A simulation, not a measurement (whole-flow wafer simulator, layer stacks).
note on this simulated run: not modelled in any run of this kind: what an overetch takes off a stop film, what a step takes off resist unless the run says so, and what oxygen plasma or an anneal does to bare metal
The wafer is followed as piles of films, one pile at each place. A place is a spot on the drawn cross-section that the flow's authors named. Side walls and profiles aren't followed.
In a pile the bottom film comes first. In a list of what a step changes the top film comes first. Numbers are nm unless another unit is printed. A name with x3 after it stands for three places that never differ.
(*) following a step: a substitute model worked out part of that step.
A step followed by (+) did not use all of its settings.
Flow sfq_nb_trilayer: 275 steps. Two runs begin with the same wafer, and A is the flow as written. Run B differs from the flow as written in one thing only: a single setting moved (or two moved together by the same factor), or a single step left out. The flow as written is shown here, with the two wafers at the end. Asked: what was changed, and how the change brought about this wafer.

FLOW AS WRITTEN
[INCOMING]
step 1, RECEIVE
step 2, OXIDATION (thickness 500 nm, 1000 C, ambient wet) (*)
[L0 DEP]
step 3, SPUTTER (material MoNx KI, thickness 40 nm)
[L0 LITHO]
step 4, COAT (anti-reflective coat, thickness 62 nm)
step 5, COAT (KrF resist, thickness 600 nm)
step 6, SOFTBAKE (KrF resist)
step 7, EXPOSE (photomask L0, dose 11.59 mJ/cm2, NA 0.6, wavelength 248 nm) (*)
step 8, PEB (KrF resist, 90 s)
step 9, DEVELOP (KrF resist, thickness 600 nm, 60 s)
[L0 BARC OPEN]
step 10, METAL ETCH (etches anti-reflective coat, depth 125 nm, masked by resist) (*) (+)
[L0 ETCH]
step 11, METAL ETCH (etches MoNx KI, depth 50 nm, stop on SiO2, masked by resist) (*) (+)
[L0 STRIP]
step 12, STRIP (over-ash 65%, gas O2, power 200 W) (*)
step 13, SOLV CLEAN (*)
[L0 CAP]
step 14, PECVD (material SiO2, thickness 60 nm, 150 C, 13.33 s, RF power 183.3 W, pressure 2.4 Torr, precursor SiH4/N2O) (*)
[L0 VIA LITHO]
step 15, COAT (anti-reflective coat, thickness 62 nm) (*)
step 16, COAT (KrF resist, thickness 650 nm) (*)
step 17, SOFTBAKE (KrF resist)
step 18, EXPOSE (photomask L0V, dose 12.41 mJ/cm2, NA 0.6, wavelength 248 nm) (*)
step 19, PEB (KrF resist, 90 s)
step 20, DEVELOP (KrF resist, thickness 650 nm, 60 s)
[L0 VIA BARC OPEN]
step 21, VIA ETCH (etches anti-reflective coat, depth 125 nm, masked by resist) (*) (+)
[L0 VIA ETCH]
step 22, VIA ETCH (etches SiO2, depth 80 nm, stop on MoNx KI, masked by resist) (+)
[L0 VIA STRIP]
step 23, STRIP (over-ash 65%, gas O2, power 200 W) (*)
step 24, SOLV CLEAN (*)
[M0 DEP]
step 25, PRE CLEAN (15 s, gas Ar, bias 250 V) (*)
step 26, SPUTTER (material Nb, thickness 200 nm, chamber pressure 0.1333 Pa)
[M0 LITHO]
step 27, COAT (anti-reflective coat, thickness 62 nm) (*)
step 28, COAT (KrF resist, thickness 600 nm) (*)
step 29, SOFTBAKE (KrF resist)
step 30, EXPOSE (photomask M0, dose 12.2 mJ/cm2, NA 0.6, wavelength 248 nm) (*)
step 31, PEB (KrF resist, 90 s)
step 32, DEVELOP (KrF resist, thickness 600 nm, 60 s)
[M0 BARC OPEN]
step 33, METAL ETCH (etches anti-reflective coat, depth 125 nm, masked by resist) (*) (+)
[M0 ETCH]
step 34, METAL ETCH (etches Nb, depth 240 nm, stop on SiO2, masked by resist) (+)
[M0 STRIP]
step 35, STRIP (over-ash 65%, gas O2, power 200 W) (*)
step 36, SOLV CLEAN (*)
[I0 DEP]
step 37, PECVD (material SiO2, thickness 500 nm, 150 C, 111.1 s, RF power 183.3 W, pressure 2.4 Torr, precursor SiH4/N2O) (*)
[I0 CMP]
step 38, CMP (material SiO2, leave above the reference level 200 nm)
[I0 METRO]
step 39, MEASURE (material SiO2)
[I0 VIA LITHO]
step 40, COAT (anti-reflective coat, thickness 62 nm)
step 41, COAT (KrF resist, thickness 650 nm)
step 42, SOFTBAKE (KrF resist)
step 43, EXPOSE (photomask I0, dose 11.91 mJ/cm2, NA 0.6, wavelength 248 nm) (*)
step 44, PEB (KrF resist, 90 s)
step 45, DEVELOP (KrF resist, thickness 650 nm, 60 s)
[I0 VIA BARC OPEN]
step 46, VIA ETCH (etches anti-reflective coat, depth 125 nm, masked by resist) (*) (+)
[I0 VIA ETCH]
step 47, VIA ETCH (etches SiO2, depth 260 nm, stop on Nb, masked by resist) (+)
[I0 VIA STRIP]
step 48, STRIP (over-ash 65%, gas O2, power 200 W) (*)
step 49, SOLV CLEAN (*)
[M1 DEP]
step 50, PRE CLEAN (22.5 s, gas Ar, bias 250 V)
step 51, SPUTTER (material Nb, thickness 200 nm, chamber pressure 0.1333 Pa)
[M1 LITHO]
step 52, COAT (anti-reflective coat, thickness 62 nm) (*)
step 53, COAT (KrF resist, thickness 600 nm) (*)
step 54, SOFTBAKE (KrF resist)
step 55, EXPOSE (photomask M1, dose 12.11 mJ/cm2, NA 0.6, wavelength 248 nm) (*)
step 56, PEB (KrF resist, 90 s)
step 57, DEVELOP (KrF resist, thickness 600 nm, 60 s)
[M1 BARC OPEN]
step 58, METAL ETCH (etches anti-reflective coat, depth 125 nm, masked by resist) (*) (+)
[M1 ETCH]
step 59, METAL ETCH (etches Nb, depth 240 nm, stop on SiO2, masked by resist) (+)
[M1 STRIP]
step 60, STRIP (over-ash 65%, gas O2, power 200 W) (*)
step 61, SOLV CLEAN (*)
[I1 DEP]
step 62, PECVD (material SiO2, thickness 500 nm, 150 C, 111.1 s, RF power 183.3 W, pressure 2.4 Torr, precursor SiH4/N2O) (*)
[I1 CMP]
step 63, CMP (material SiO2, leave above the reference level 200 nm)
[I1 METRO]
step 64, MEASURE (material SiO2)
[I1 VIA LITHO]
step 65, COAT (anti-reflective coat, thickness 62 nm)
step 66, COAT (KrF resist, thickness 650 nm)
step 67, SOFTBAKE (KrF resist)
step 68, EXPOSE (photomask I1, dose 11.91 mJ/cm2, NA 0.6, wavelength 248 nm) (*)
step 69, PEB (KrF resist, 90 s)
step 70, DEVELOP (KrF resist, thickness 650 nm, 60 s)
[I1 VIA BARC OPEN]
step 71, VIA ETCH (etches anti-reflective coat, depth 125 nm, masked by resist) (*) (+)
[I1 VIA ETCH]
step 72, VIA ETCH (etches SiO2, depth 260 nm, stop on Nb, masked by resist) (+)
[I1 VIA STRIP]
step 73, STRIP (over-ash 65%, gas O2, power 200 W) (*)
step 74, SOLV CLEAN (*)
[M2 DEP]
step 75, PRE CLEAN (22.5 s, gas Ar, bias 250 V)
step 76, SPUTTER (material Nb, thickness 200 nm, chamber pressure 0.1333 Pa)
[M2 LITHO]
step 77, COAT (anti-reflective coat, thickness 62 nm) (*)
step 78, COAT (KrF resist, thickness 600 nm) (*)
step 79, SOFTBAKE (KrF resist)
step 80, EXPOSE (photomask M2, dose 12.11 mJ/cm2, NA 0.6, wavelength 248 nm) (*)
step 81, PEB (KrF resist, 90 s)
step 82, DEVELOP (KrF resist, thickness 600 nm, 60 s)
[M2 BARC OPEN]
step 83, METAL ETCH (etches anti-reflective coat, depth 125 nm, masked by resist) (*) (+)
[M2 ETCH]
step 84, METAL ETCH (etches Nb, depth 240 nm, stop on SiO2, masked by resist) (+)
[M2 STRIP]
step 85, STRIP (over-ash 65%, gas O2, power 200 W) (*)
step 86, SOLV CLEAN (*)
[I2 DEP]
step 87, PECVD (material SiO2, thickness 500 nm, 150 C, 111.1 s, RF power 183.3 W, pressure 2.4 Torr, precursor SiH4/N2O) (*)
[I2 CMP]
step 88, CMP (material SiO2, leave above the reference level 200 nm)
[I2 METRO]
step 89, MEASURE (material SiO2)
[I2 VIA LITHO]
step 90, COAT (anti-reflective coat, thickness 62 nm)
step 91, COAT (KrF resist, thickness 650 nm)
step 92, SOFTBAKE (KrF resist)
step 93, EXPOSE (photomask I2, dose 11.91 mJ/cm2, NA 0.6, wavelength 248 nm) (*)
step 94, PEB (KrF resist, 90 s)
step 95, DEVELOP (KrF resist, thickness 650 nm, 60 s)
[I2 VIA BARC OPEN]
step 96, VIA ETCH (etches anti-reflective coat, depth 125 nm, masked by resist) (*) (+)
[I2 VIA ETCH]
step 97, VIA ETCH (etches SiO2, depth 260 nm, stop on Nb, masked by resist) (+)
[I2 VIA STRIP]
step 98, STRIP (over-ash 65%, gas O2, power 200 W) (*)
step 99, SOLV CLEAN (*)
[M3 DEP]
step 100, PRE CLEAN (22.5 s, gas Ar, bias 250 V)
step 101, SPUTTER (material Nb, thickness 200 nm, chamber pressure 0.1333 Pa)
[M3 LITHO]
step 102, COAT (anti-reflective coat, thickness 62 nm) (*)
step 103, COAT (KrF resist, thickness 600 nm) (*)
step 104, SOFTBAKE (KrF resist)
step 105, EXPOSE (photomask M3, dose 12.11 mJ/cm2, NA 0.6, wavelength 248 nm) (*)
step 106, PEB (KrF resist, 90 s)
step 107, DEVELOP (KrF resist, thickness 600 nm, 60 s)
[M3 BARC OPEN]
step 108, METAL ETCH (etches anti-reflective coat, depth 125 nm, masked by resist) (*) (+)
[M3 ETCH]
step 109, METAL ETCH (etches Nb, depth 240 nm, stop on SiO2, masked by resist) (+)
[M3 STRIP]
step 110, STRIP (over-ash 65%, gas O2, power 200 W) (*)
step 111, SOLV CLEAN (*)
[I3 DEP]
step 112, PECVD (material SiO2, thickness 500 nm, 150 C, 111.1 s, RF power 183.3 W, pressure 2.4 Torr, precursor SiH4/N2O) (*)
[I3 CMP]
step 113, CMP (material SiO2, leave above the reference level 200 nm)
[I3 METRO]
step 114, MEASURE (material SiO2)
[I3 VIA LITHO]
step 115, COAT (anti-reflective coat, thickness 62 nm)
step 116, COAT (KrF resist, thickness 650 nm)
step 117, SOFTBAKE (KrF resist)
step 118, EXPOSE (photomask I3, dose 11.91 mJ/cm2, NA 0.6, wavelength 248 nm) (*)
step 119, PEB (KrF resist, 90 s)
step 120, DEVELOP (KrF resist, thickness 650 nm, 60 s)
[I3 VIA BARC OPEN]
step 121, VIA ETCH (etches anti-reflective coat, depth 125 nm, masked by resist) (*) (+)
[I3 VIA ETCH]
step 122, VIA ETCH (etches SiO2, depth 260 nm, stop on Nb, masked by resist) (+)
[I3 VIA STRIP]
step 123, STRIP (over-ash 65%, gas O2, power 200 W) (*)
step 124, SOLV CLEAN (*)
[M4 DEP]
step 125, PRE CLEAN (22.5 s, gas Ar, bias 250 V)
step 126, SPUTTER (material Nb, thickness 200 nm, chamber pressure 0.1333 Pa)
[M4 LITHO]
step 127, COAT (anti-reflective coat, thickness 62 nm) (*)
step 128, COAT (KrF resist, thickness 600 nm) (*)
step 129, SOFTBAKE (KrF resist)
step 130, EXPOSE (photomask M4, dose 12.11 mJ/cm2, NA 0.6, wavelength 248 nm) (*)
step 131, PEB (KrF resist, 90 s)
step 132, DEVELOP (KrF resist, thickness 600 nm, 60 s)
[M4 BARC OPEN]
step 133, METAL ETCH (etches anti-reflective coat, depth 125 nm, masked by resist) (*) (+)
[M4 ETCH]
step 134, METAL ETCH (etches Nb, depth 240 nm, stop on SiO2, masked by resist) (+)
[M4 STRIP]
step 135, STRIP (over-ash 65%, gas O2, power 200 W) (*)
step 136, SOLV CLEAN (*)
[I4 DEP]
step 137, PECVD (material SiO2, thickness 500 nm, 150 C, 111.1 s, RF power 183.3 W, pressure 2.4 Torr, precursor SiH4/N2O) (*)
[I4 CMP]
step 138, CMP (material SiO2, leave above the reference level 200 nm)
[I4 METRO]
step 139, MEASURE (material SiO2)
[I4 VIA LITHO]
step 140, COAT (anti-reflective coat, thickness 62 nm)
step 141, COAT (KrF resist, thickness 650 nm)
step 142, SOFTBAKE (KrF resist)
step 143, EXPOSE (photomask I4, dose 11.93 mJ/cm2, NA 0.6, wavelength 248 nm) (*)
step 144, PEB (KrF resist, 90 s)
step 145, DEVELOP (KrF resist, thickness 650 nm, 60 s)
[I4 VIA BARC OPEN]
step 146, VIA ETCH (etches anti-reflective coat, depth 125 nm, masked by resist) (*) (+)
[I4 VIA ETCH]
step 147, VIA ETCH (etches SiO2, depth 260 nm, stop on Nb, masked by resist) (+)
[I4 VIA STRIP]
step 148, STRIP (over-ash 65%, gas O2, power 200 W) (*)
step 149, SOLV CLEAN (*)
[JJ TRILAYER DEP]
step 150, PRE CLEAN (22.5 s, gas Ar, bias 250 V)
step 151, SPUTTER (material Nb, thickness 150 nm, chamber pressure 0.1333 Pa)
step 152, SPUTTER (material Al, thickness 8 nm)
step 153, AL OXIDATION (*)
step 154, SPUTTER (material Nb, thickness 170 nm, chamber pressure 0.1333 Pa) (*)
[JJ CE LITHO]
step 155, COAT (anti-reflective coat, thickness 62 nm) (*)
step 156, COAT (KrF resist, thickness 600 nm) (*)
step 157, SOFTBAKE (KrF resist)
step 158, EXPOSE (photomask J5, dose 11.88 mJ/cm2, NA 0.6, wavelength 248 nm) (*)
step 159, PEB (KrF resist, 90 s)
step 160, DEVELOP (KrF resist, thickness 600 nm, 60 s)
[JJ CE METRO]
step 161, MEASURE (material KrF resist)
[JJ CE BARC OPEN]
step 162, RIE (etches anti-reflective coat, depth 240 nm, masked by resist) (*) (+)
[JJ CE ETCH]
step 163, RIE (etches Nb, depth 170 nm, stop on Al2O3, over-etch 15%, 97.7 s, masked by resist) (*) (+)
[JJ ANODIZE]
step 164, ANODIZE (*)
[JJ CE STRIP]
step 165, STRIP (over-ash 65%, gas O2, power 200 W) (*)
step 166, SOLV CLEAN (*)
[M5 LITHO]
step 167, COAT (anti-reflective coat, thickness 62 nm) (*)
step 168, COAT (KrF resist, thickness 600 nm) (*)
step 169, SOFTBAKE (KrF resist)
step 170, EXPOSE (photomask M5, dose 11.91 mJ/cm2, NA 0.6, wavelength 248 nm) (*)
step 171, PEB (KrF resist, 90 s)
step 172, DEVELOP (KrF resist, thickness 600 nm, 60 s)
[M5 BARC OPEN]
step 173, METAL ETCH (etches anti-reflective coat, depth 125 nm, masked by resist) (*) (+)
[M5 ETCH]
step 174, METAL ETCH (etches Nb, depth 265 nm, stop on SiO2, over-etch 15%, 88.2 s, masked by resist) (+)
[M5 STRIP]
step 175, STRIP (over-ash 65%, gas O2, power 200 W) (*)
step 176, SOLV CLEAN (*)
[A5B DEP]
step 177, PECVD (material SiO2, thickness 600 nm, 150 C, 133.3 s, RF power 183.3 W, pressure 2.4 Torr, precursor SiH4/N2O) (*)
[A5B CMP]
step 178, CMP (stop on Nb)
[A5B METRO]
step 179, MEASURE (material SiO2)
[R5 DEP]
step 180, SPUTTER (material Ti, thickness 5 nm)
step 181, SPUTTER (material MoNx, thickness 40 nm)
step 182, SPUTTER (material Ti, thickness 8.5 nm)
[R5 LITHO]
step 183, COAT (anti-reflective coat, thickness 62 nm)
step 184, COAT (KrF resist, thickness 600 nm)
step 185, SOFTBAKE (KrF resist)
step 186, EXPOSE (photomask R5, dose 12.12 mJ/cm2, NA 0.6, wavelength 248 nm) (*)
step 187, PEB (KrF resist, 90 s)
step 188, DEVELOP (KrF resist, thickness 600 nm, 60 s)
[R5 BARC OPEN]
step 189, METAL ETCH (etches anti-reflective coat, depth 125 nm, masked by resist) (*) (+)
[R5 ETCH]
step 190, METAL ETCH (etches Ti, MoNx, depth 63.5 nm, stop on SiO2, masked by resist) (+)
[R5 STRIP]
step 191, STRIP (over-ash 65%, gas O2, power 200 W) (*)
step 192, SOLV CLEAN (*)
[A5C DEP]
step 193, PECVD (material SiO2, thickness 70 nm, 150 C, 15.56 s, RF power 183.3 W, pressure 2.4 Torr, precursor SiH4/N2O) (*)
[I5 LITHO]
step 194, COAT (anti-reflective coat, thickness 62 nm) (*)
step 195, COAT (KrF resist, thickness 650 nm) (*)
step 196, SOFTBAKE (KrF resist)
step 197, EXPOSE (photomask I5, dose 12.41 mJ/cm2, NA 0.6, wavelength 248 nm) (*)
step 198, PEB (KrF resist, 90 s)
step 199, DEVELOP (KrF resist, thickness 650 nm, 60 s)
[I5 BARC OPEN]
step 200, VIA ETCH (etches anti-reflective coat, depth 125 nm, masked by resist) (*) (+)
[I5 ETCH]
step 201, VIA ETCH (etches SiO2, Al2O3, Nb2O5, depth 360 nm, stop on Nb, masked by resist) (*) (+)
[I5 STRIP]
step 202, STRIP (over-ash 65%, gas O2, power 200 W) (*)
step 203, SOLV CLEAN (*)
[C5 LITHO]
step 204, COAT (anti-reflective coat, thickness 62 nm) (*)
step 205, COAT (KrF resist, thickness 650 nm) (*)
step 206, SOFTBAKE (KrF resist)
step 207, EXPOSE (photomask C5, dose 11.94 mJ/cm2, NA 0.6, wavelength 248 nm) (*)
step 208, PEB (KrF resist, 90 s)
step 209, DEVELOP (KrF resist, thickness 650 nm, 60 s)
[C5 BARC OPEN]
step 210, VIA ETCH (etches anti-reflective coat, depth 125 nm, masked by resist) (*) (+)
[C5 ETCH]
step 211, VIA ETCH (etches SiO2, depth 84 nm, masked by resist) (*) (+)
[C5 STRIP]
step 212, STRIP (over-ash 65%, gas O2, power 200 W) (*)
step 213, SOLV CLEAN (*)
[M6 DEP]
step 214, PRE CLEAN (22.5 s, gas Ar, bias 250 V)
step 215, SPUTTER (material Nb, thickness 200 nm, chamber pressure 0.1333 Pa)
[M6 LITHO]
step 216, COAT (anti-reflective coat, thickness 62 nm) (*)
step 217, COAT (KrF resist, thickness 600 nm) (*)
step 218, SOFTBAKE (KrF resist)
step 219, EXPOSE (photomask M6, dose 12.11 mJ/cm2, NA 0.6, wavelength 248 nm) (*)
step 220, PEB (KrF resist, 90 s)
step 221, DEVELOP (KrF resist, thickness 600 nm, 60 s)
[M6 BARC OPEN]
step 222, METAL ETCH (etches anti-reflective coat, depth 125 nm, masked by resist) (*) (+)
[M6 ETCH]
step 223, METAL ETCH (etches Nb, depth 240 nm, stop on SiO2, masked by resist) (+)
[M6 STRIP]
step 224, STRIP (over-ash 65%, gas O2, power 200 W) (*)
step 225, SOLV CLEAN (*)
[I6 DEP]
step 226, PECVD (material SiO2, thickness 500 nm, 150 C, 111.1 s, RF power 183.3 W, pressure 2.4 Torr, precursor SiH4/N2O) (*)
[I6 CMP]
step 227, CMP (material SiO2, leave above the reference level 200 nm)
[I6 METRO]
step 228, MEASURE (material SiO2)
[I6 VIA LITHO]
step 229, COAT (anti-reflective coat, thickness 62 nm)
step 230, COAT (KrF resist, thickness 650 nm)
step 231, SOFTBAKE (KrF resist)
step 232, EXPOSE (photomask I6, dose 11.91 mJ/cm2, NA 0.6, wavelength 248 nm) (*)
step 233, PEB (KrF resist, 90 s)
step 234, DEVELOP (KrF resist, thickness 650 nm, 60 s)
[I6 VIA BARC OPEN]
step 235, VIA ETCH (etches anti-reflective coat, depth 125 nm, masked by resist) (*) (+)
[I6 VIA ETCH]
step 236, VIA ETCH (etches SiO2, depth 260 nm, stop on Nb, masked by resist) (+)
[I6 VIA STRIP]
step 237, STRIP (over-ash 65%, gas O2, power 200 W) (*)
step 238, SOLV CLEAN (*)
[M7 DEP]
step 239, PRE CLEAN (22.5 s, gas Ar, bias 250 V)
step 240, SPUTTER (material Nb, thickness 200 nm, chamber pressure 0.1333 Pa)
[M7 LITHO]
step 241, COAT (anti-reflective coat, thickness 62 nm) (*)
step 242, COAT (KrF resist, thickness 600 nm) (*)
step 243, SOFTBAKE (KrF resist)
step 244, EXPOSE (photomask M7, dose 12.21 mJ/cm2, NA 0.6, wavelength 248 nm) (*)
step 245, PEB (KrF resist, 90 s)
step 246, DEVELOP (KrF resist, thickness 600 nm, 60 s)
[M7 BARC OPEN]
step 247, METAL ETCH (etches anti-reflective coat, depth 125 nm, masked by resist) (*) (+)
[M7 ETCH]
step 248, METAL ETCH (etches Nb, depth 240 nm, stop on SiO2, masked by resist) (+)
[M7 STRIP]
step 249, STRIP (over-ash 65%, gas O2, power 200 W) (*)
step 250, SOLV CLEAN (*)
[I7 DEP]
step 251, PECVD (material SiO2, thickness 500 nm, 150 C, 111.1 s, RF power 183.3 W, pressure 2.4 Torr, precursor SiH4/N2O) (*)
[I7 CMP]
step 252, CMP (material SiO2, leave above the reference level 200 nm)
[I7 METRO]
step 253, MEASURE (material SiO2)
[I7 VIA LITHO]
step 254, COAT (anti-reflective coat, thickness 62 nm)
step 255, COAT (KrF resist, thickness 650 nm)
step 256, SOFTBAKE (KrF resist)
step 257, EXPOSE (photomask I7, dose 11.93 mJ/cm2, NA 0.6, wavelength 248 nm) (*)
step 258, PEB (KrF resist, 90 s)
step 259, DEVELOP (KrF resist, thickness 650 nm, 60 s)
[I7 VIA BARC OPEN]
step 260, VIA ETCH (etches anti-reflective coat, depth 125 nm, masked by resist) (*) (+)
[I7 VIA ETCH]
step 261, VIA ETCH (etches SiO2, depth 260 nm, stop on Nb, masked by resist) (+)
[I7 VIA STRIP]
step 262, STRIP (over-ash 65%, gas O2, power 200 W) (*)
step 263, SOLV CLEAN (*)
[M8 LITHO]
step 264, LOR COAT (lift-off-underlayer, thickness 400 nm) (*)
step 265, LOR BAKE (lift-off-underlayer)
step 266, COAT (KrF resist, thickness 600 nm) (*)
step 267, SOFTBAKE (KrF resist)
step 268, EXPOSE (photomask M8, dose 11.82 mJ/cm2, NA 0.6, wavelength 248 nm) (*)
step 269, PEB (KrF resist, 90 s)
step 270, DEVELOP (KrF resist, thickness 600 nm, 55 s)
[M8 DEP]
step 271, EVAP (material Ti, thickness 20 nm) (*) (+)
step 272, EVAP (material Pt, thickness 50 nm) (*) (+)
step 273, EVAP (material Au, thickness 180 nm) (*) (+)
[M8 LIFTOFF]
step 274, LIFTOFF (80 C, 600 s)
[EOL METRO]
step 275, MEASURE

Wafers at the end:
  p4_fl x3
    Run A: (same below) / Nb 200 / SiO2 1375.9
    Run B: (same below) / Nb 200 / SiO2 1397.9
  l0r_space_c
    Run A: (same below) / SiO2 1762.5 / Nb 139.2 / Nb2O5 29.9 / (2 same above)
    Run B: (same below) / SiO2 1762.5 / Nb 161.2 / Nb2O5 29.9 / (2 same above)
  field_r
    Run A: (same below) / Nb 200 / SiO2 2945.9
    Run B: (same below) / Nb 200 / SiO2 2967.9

What caused this: step 151, SPUTTER: thickness 172 nm was run, whereas the flow has thickness 150 nm.

The path from the change to this, step by step:
  step 151, SPUTTER (material Nb, thickness 150 nm, chamber pressure 0.1333 Pa)
      field_l, v_sur, via_sp and 100 more: A Nb gains 150 (new film) | B Nb gains 172 (new film)
      via_wl, via_w, via_wr: A Nb gains 130.4 | B Nb gains 149.7
  step 155, COAT (anti-reflective coat, thickness 62 nm) (*)
      via_wl, via_wr: A anti-reflective coat gains 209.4 (new film) | B anti-reflective coat gains 215.6 (new film)
  step 162, RIE (etches anti-reflective coat, depth 240 nm, masked by resist) (*) (+)
      ce_l, c5j, ce_r, wl_jj: A KrF resist loses 209.4 | B KrF resist loses 215.6
      via_wl, via_wr: A anti-reflective coat loses 209.4 (all of it) | B anti-reflective coat loses 215.6 (all of it)
  step 165, STRIP (over-ash 65%, gas O2, power 200 W) (*)
      c5j, ce_r: A KrF resist loses 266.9 (all of it), anti-reflective coat loses 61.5 (all of it) | B KrF resist loses 260.6 (all of it), anti-reflective coat loses 61.5 (all of it)
      ce_l: A KrF resist loses 266.8 (all of it), anti-reflective coat loses 61.4 (all of it) | B KrF resist loses 260.5 (all of it), anti-reflective coat loses 61.4 (all of it)
      (also at 1 further place)
  step 167, COAT (anti-reflective coat, thickness 62 nm) (*)
      via_wl: A anti-reflective coat gains 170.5 (new film) | B anti-reflective coat gains 174 (new film)
  step 174, METAL ETCH (etches Nb, depth 265 nm, stop on SiO2, over-etch 15%, 88.2 s, masked by resist) (+)
      field_l, r_sur, res and 50 more: A Al2O3 loses 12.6 (all of it), Nb2O5 loses 29.9 (all of it), Nb loses 139.2 (all of it), SiO2 loses 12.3 | B Al2O3 loses 12.6 (all of it), Nb2O5 loses 29.9 (all of it), Nb loses 161.2 (all of it), SiO2 loses 10.1
  step 175, STRIP (over-ash 65%, gas O2, power 200 W) (*)
      via_wl: A KrF resist loses 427 (all of it), anti-reflective coat loses 170.5 (all of it) | B KrF resist loses 425.9 (all of it), anti-reflective coat loses 174 (all of it)
  step 178, CMP (stop on Nb)
      field_l, p4_fl x3, p4_w1 x9 and 29 more: A SiO2 loses 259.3 | B SiO2 loses 239.5
      r_sur, res, r_end, moat, field_r, lsp_l: A SiO2 loses 252.3 | B SiO2 loses 231.7
      (also at 5 further places)
